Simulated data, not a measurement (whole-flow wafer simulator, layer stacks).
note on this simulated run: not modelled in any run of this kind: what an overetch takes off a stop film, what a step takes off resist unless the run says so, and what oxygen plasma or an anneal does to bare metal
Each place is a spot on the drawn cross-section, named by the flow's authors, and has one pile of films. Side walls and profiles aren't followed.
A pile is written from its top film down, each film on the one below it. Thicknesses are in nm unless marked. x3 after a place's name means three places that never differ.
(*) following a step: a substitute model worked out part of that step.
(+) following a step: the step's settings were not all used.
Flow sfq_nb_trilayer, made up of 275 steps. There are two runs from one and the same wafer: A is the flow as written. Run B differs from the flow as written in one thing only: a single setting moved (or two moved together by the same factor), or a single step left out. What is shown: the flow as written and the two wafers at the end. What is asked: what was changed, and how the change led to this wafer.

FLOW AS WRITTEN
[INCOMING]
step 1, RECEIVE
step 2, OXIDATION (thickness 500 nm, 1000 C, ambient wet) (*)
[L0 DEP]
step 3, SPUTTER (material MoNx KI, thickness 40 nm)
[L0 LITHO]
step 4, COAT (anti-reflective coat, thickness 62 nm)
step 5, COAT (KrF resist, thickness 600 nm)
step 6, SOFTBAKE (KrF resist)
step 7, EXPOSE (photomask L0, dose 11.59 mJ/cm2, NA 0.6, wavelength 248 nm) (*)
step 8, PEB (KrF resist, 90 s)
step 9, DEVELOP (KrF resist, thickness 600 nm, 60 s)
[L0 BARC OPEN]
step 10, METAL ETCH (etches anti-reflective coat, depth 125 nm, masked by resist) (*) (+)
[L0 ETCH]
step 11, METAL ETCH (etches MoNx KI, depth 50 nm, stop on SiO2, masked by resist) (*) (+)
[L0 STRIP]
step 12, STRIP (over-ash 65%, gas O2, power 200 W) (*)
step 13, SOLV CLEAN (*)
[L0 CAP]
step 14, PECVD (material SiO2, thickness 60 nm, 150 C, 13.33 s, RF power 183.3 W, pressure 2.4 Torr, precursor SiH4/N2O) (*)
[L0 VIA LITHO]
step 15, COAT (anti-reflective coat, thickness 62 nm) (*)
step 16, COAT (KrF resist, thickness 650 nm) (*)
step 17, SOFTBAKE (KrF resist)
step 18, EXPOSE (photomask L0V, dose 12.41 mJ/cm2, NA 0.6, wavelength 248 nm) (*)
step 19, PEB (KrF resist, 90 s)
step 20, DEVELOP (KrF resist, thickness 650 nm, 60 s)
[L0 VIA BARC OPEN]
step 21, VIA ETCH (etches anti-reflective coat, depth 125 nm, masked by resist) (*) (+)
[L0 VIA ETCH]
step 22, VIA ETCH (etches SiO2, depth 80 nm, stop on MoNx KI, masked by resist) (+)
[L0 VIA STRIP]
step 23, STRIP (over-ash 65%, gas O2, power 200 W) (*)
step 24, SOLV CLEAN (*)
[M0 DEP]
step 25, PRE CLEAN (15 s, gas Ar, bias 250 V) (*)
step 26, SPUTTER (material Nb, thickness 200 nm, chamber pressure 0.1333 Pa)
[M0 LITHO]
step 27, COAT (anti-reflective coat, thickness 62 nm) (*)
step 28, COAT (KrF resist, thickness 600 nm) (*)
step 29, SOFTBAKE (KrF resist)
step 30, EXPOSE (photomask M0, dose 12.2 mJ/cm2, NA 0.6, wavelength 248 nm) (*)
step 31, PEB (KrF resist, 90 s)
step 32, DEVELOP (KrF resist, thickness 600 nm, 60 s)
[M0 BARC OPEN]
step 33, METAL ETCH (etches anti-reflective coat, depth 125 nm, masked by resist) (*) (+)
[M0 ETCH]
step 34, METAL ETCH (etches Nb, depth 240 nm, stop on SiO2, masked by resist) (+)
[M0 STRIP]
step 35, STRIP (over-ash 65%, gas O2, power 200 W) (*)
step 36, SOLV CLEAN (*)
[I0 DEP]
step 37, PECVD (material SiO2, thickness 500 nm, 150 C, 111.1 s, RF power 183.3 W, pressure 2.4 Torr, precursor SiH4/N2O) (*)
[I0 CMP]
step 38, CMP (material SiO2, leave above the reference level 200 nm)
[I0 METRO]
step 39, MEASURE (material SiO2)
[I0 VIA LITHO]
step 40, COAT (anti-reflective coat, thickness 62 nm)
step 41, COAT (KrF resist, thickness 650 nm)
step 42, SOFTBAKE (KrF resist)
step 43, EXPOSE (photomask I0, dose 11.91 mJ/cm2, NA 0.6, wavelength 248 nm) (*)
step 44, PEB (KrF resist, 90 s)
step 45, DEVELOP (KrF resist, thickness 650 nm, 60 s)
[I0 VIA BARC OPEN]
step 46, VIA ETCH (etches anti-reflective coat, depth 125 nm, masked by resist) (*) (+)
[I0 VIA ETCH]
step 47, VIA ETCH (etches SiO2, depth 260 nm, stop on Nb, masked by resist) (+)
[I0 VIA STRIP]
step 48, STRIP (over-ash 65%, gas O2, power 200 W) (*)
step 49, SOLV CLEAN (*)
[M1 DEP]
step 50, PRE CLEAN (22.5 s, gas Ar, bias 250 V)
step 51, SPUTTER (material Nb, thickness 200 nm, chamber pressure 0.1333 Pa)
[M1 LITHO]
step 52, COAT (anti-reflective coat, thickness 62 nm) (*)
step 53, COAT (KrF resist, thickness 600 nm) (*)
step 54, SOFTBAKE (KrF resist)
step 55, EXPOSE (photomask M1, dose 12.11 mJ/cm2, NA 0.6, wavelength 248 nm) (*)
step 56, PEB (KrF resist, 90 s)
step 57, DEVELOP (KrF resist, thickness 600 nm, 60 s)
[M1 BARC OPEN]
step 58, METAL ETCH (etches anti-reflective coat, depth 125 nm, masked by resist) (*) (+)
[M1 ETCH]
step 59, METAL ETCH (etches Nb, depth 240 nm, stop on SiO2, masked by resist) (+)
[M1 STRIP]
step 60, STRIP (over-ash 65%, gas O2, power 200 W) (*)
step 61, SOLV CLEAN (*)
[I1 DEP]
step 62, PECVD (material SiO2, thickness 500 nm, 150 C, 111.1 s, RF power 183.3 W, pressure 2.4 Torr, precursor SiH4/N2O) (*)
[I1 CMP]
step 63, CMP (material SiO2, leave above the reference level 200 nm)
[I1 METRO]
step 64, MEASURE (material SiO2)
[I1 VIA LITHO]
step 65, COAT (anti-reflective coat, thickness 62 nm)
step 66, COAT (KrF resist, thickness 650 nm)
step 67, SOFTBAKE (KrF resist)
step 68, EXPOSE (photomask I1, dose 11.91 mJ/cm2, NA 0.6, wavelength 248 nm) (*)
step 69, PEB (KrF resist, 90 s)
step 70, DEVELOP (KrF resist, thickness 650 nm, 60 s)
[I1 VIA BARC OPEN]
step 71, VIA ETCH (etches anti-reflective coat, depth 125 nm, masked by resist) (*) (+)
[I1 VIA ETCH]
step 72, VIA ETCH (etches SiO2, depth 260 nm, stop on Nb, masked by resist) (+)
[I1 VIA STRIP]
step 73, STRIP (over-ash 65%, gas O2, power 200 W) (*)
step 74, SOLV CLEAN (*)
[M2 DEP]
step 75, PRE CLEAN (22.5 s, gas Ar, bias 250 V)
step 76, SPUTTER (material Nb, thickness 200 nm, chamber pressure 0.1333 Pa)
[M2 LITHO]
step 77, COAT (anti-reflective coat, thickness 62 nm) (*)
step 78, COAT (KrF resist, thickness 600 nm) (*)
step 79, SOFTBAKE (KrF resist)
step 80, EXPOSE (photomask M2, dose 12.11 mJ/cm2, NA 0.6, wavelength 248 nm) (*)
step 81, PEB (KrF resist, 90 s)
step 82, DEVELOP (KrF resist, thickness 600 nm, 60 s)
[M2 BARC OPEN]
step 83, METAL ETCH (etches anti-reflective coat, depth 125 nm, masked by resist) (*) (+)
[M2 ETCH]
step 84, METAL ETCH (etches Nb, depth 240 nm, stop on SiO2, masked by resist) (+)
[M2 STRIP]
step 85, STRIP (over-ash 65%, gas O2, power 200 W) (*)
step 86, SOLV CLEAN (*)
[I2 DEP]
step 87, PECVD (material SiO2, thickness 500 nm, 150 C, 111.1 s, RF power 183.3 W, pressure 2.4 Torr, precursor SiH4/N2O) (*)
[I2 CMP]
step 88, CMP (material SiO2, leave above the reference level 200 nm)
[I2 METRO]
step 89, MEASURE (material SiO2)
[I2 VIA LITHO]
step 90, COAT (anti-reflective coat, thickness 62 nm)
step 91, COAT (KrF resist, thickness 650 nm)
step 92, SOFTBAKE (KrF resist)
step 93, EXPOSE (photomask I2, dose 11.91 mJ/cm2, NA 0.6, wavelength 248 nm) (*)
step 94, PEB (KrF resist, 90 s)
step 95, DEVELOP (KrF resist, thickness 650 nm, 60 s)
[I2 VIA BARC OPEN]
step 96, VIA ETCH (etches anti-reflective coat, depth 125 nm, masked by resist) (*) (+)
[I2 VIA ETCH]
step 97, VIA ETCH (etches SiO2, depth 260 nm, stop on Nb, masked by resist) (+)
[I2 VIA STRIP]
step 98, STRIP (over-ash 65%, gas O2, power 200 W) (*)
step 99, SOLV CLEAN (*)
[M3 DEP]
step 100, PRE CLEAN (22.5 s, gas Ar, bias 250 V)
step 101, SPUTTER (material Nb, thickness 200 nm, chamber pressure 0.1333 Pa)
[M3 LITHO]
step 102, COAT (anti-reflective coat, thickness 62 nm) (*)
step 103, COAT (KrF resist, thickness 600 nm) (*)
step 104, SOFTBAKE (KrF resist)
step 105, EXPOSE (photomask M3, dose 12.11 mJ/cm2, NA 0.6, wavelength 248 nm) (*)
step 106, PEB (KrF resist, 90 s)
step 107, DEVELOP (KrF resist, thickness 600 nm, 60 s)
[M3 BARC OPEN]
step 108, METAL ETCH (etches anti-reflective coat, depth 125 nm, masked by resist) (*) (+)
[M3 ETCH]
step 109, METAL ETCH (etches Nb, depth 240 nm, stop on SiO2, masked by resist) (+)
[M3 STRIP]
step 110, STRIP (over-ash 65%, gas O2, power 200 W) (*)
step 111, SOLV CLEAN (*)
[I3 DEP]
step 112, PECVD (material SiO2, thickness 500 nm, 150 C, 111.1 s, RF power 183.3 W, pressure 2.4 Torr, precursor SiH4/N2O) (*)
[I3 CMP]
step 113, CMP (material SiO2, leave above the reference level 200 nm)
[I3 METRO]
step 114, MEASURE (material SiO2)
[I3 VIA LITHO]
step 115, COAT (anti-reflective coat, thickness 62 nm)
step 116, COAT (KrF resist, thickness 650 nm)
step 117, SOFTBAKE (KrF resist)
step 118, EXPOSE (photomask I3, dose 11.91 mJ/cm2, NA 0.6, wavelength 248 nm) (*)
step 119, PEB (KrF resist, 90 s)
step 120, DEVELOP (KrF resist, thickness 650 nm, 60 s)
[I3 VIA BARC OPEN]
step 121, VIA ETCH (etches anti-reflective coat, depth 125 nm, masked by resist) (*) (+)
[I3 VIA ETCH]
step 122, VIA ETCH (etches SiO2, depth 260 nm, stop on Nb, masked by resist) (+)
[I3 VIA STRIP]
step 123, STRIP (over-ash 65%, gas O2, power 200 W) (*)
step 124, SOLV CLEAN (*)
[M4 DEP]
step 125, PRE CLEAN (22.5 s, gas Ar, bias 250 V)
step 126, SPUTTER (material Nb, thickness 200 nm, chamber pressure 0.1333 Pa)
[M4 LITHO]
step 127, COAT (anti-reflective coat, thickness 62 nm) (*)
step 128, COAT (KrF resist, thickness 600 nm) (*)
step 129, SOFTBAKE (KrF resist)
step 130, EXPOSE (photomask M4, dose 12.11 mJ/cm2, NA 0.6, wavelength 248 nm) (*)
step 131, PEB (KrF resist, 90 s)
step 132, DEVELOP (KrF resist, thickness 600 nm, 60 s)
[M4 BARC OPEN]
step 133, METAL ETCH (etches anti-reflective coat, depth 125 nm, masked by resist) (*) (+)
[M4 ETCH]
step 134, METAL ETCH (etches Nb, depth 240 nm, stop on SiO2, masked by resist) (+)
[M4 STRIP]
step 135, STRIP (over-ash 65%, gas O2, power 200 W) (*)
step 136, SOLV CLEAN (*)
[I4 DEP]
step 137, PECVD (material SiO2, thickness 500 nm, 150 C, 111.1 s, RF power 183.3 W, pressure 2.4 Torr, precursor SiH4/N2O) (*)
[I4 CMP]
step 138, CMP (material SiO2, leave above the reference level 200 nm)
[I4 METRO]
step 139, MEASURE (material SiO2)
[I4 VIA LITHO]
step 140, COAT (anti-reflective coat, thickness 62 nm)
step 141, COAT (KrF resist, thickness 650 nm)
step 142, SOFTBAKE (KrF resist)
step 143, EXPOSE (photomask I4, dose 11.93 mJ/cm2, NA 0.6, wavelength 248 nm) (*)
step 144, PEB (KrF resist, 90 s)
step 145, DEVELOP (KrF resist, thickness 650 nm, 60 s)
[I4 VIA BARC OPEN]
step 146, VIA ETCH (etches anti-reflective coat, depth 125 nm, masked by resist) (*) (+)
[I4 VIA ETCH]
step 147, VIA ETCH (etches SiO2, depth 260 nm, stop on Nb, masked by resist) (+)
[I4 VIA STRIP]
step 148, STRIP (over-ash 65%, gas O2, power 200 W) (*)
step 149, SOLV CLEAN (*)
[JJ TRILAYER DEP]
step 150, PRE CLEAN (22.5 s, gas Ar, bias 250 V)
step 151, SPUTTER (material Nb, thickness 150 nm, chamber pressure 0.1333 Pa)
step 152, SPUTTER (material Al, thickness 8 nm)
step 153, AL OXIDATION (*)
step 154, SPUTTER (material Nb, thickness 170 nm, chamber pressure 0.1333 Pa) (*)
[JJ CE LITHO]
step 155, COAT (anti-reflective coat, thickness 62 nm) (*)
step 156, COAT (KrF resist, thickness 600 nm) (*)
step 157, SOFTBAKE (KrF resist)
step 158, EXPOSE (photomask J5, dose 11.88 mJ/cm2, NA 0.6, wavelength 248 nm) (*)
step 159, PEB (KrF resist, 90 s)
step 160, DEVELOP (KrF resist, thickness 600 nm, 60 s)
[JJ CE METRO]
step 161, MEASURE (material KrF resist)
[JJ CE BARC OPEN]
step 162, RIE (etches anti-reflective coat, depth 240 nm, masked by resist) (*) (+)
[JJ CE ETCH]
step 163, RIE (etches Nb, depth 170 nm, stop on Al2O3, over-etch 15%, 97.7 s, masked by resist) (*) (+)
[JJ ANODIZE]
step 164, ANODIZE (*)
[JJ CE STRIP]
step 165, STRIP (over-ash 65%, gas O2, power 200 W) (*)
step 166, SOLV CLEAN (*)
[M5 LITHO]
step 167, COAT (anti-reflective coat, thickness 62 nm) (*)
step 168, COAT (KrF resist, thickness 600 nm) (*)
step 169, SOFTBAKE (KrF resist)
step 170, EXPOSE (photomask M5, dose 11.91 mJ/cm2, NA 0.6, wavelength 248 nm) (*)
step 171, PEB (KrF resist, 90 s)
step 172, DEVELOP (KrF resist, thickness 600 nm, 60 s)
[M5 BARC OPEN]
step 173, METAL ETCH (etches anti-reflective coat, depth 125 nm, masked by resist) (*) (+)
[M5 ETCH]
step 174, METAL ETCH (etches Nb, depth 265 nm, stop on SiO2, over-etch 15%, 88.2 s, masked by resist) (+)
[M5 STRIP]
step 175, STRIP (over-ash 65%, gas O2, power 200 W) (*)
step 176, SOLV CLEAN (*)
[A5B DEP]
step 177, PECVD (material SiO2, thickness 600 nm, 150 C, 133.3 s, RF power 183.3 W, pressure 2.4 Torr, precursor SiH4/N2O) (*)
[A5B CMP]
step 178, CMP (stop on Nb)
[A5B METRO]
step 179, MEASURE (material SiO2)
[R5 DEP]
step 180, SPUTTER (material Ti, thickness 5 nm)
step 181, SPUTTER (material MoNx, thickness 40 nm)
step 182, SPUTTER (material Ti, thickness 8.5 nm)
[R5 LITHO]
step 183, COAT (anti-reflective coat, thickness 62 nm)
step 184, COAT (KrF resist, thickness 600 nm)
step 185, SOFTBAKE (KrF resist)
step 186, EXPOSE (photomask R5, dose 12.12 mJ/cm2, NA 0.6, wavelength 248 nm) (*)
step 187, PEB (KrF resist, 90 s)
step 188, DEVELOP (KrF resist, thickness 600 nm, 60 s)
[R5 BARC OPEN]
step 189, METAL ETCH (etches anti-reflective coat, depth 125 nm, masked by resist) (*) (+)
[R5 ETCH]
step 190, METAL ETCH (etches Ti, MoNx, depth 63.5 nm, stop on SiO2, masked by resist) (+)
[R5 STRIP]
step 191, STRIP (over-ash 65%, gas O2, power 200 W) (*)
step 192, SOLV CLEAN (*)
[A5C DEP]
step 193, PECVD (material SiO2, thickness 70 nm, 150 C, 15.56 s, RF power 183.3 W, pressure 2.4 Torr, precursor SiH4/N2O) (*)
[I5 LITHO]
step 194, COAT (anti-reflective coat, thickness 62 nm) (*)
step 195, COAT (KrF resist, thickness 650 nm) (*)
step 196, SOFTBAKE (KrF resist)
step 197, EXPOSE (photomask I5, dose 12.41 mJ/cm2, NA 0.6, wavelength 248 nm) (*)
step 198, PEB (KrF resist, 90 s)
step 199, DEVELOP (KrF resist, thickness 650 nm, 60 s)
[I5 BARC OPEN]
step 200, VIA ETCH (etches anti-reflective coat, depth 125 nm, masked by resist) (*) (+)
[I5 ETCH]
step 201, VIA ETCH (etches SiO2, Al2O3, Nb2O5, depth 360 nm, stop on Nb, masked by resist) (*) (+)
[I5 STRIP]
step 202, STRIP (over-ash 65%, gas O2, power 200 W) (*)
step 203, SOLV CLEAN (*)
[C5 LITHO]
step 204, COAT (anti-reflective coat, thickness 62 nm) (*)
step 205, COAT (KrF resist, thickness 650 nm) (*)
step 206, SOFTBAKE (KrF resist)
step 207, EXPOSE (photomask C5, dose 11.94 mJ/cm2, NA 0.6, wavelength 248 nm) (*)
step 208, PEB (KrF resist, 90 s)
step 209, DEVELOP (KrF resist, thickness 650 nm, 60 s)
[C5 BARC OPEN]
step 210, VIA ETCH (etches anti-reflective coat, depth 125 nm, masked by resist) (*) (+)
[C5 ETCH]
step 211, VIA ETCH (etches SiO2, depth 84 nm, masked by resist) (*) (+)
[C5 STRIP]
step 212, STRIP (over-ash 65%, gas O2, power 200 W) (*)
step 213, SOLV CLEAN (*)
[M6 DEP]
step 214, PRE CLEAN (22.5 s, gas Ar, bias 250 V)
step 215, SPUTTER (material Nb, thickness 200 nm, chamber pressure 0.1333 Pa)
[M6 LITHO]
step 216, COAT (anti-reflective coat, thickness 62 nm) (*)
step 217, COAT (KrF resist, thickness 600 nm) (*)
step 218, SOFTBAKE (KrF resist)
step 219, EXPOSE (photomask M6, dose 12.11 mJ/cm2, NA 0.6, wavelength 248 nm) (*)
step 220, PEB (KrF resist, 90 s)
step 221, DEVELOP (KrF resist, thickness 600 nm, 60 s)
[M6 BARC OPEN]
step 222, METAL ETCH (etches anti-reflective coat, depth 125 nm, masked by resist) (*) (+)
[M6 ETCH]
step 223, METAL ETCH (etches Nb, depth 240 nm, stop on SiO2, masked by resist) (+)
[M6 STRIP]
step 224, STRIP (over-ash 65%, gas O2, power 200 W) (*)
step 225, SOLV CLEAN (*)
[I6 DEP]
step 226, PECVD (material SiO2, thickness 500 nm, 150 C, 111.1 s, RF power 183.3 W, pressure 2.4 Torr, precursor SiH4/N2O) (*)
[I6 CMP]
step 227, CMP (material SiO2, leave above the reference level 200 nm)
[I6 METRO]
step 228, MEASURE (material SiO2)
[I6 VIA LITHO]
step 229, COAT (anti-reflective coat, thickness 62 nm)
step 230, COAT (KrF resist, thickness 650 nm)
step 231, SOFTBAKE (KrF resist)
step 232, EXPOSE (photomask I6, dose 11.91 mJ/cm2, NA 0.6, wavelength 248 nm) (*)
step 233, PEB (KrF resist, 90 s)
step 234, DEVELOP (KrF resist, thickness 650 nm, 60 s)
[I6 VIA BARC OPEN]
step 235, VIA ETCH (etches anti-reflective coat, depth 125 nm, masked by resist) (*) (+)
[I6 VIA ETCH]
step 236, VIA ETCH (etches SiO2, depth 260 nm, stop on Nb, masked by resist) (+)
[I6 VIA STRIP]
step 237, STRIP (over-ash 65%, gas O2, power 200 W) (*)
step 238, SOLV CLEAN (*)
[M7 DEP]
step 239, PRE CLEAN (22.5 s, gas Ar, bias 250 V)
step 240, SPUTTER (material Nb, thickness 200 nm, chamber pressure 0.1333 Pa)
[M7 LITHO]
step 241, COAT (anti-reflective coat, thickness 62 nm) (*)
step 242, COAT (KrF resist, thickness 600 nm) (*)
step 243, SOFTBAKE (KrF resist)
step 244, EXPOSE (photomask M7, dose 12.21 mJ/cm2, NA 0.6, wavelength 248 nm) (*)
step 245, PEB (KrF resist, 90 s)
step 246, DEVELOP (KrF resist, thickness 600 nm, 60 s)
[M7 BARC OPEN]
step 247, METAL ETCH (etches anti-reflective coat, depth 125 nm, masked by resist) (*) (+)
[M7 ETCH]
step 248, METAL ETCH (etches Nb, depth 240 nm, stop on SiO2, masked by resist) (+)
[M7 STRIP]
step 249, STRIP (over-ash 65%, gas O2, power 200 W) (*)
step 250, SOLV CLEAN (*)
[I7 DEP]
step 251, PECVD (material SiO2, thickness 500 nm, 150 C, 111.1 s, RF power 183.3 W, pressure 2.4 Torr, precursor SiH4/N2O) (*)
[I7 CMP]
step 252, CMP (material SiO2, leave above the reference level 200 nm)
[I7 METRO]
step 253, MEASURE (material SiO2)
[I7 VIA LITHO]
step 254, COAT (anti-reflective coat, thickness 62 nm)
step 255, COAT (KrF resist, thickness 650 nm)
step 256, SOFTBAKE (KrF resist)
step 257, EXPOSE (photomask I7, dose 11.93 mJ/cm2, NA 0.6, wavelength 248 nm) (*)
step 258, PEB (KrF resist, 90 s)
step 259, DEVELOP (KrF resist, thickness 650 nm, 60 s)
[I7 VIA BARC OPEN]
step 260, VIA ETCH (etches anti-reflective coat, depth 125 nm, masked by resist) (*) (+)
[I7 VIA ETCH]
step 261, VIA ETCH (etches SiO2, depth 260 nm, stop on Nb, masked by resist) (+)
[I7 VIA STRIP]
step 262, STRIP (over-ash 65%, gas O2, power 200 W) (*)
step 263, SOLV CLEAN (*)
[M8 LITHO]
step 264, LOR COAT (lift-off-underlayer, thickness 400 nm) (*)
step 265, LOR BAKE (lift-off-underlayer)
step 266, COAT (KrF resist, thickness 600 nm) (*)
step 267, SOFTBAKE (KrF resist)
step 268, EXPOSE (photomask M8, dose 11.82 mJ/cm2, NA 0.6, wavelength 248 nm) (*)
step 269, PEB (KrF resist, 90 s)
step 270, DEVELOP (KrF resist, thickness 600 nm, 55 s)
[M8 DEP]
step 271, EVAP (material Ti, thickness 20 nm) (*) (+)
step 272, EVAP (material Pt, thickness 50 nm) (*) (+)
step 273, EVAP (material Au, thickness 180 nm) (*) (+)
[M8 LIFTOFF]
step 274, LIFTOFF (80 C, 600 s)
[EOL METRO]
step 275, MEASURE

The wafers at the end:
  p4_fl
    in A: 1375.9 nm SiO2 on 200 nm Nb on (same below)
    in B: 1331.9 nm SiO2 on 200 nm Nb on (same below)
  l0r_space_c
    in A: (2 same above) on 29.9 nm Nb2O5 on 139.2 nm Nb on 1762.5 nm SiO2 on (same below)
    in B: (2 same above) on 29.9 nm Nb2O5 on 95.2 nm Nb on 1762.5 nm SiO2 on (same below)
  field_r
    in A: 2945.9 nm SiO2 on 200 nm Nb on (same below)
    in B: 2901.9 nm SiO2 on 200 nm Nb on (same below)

The reason: step 151, SPUTTER: thickness 106 nm was run, whereas the flow has thickness 150 nm.

Step by step, how the change led to this:
  step 151, SPUTTER (material Nb, thickness 150 nm, chamber pressure 0.1333 Pa)
      field_l, v_sur, via_sp and 100 more: A Nb gains 150 (new film) | B Nb gains 106 (new film)
      via_wl, via_wr: A Nb gains 130.4 | B Nb gains 76.1
      (as well as at 1 more place)
  step 154, SPUTTER (material Nb, thickness 170 nm, chamber pressure 0.1333 Pa) (*)
      via_w: A Nb gains 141 (new film) | B Nb gains 144.2 (new film)
  step 155, COAT (anti-reflective coat, thickness 62 nm) (*)
      via_wl, via_wr: A anti-reflective coat gains 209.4 (new film) | B anti-reflective coat gains 235.8 (new film)
      via_w: A anti-reflective coat gains 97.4 (new film) | B anti-reflective coat gains 100.5 (new film)
  step 162, RIE (etches anti-reflective coat, depth 240 nm, masked by resist) (*) (+)
      ce_l, c5j, ce_r, wl_jj: A KrF resist loses 209.4 | B KrF resist loses 235.8
      via_wl, via_wr: A anti-reflective coat loses 209.4 (all of it) | B anti-reflective coat loses 235.8 (all of it)
      (as well as at 1 more place)
  step 163, RIE (etches Nb, depth 170 nm, stop on Al2O3, over-etch 15%, 97.7 s, masked by resist) (*) (+)
      via_w: A Nb loses 141 (all of it), Al2O3 loses 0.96 (all of it) | B Nb loses 144.2 (all of it), Al2O3 loses 0.96 (all of it)
  step 165, STRIP (over-ash 65%, gas O2, power 200 W) (*)
      c5j, ce_r: A KrF resist loses 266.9 (all of it), anti-reflective coat loses 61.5 (all of it) | B KrF resist loses 240.6 (all of it), anti-reflective coat loses 61.5 (all of it)
      ce_l: A KrF resist loses 266.8 (all of it), anti-reflective coat loses 61.4 (all of it) | B KrF resist loses 240.5 (all of it), anti-reflective coat loses 61.5 (all of it)
      (as well as at 1 more place)
  step 167, COAT (anti-reflective coat, thickness 62 nm) (*)
      via_wl: A anti-reflective coat gains 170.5 (new film) | B anti-reflective coat gains 179.6 (new film)
      via_w: A anti-reflective coat gains 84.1 (new film) | B anti-reflective coat gains 78.6 (new film)
      (as well as at 1 more place)
  step 174, METAL ETCH (etches Nb, depth 265 nm, stop on SiO2, over-etch 15%, 88.2 s, masked by resist) (+)
      field_l, r_sur, res and 50 more: A Al2O3 loses 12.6 (all of it), Nb2O5 loses 29.9 (all of it), Nb loses 139.2 (all of it), SiO2 loses 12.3 | B Al2O3 loses 12.6 (all of it), Nb2O5 loses 29.9 (all of it), Nb loses 95.2 (all of it), SiO2 loses 16.7
  step 175, STRIP (over-ash 65%, gas O2, power 200 W) (*)
      via_wl: A KrF resist loses 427 (all of it), anti-reflective coat loses 170.5 (all of it) | B KrF resist loses 429.7 (all of it), anti-reflective coat loses 179.6 (all of it)
      via_w: A KrF resist loses 503.5 (all of it), anti-reflective coat loses 84.1 (all of it) | B KrF resist loses 498.1 (all of it), anti-reflective coat loses 78.6 (all of it)
      (as well as at 1 more place)
  step 177, PECVD (material SiO2, thickness 600 nm, 150 C, 133.3 s, RF power 183.3 W, pressure 2.4 Torr, precursor SiH4/N2O) (*)
      via_wl, via_wr: A SiO2 gains 600 (new film) | B SiO2 gains 618.1 (new film)
  step 178, CMP (stop on Nb)
      field_l, p4_fl, p4_fm and 39 more: A SiO2 loses 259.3 | B SiO2 loses 298.9
      r_sur, res, r_end, moat, field_r, lsp_l: A SiO2 loses 252.3 | B SiO2 loses 298.9
      (as well as at 8 more places)
